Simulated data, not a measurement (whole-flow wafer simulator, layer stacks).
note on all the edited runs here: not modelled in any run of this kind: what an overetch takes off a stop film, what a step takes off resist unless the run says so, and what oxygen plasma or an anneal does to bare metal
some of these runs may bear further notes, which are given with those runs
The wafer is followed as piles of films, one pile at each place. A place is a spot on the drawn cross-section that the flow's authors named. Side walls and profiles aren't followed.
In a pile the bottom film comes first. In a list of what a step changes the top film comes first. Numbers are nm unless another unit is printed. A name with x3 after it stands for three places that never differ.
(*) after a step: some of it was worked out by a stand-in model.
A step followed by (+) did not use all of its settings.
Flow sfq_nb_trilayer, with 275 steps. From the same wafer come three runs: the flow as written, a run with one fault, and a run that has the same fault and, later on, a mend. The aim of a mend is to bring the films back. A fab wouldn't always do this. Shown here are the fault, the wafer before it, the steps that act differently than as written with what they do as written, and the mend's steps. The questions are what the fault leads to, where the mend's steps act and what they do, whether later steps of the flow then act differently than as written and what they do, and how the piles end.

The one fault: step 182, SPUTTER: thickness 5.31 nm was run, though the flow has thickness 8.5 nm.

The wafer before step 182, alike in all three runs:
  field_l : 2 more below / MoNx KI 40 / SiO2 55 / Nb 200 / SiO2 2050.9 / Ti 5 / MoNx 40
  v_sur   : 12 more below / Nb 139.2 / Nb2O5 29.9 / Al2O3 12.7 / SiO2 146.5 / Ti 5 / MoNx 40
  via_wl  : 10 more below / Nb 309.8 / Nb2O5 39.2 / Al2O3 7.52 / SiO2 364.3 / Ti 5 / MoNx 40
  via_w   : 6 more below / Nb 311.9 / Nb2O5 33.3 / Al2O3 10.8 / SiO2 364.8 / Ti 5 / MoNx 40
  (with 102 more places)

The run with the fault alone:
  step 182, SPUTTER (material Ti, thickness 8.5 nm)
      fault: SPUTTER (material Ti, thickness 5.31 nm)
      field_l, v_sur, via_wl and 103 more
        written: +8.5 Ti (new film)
        fault: +5.31 Ti (new film)
  Steps later in the flow that act otherwise than as written (13 other steps are not shown; they differ only slightly, by no more than 2% or 0.5 nm, whichever is larger):
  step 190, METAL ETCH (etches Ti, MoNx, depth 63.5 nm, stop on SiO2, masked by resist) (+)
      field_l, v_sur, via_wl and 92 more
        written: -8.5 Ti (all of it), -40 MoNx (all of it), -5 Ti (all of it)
        fault: -5.31 Ti (all of it), -40 MoNx (all of it), -5 Ti (all of it)
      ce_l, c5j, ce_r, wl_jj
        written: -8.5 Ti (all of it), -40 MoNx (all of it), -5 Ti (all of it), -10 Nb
        fault: -5.31 Ti (all of it), -40 MoNx (all of it), -5 Ti (all of it), -13.2 Nb
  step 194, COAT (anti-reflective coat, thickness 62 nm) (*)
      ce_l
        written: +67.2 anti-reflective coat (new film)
        fault: +68.6 anti-reflective coat (new film)
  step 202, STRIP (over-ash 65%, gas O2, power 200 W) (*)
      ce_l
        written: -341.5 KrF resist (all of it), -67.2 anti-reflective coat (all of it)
        fault: -342.3 KrF resist (all of it), -68.6 anti-reflective coat (all of it)
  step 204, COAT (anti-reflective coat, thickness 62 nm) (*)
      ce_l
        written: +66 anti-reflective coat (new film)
        fault: +67.4 anti-reflective coat (new film)
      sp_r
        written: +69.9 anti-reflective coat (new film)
        fault: +68.5 anti-reflective coat (new film)
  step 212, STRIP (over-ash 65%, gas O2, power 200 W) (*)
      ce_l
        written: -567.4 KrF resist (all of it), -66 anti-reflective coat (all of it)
        fault: -568 KrF resist (all of it), -67.4 anti-reflective coat (all of it)
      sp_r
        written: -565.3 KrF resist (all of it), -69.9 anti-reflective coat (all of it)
        fault: -565.1 KrF resist (all of it), -68.5 anti-reflective coat (all of it)
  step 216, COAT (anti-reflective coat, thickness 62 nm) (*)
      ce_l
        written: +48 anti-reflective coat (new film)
        fault: +49 anti-reflective coat (new film)
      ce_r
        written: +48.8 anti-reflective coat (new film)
        fault: +49.8 anti-reflective coat (new film)
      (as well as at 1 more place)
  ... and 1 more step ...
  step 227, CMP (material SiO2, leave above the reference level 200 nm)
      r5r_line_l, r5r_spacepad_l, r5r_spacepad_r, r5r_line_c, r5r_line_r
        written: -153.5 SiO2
        fault: -150.3 SiO2
  The piles end different from the flow's at be_r, r_sur, res, r_end, r5r_line_l, r5r_line_c, r5r_line_r by more than 2% or 0.5 nm, whichever is larger.
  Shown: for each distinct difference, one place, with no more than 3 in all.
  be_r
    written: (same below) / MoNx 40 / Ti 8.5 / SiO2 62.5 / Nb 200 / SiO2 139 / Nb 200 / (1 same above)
    fault: (same below) / MoNx 40 / Ti 5.31 / SiO2 62.5 / Nb 200 / SiO2 142.2 / Nb 200 / (1 same above)
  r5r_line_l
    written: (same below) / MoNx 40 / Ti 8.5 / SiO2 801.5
    fault: (same below) / MoNx 40 / Ti 5.31 / SiO2 804.7
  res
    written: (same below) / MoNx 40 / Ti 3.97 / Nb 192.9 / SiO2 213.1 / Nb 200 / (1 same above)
    fault: (same below) / MoNx 40 / Ti 0.78 / Nb 192.9 / SiO2 216.3 / Nb 200 / (1 same above)

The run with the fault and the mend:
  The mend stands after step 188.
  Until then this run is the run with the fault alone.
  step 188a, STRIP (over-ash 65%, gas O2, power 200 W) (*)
      field_l, v_sur, via_wl and 96 more
        -62 anti-reflective coat (all of it)
      be_r, r_sur, res, r_end, r5r_line_l, r5r_line_c, r5r_line_r
        -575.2 KrF resist (all of it), -62 anti-reflective coat (all of it)
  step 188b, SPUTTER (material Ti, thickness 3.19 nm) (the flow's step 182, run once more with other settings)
      field_l, v_sur, via_wl and 103 more
        +3.19 Ti
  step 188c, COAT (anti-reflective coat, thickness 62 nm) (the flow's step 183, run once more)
      field_l, v_sur, via_wl and 103 more
        +62 anti-reflective coat (new film)
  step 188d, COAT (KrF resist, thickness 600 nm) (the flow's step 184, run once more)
      field_l, v_sur, via_wl and 103 more
        +600 KrF resist (new film)
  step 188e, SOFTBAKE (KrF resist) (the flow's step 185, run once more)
      does not change any film at any place that is followed
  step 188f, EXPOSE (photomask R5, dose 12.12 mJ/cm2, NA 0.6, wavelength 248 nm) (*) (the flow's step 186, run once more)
      does not change any film at any place that is followed
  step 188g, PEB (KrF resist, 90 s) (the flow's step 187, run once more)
      field_l, v_sur, via_wl and 103 more
        -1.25 KrF resist
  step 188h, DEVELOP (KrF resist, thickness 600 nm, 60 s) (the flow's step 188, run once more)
      field_l, v_sur, via_wl and 96 more
        -598.7 KrF resist (all of it)
      be_r, r_sur, res, r_end, r5r_line_l, r5r_line_c, r5r_line_r
        -23.5 KrF resist
  Every later step of the flow that is run acts as written at every place that is followed.
  The piles end the same as the flow's at every place that both follow.
